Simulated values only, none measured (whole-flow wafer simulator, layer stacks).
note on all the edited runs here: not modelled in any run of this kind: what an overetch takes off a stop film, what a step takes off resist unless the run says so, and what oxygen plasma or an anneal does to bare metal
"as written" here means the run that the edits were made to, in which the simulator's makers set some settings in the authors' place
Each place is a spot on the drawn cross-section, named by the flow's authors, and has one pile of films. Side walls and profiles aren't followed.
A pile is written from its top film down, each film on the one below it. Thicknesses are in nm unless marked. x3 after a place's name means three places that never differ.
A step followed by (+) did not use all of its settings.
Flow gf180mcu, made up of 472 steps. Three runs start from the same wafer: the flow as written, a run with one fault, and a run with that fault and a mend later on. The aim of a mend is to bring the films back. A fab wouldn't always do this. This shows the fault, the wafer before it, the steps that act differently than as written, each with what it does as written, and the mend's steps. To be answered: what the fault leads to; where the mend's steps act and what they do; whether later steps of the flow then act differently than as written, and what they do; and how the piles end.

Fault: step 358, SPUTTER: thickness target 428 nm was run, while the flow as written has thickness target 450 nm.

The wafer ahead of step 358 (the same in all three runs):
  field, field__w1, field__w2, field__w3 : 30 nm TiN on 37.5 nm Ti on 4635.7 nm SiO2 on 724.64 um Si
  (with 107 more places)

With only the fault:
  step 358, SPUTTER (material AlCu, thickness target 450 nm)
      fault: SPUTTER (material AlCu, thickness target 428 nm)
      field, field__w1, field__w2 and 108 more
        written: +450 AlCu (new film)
        fault: +428 AlCu (new film)
  Later steps of the flow acting differently than as written:
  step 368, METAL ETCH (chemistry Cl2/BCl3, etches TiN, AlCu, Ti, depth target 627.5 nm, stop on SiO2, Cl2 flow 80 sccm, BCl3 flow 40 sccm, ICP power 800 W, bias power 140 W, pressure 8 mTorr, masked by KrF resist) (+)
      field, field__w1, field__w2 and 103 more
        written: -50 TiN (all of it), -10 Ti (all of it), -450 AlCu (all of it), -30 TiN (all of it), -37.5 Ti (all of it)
        fault: -50 TiN (all of it), -10 Ti (all of it), -428 AlCu (all of it), -30 TiN (all of it), -37.5 Ti (all of it)
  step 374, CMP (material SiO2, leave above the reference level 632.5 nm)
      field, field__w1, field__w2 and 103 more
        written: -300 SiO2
        fault: -322 SiO2
  At field__w8, contact, m1, m1__w1, m1_nw, the piles at the end differ from the flow's by more than 2% or 0.5 nm, whichever is larger.
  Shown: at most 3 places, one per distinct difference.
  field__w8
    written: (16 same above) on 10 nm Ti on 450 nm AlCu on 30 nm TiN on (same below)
    fault: (16 same above) on 10 nm Ti on 428 nm AlCu on 30 nm TiN on (same below)
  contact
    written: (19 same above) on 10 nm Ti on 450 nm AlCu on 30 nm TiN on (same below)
    fault: (19 same above) on 10 nm Ti on 428 nm AlCu on 30 nm TiN on (same below)

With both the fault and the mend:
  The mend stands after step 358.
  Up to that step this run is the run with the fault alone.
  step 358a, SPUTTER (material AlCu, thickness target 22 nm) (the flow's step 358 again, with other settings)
      field, field__w1, field__w2 and 108 more
        +22 AlCu
  Later steps of the flow that are run all act as written at every place that is followed.
  By the end, the piles equal the flow's at every place that both follow.
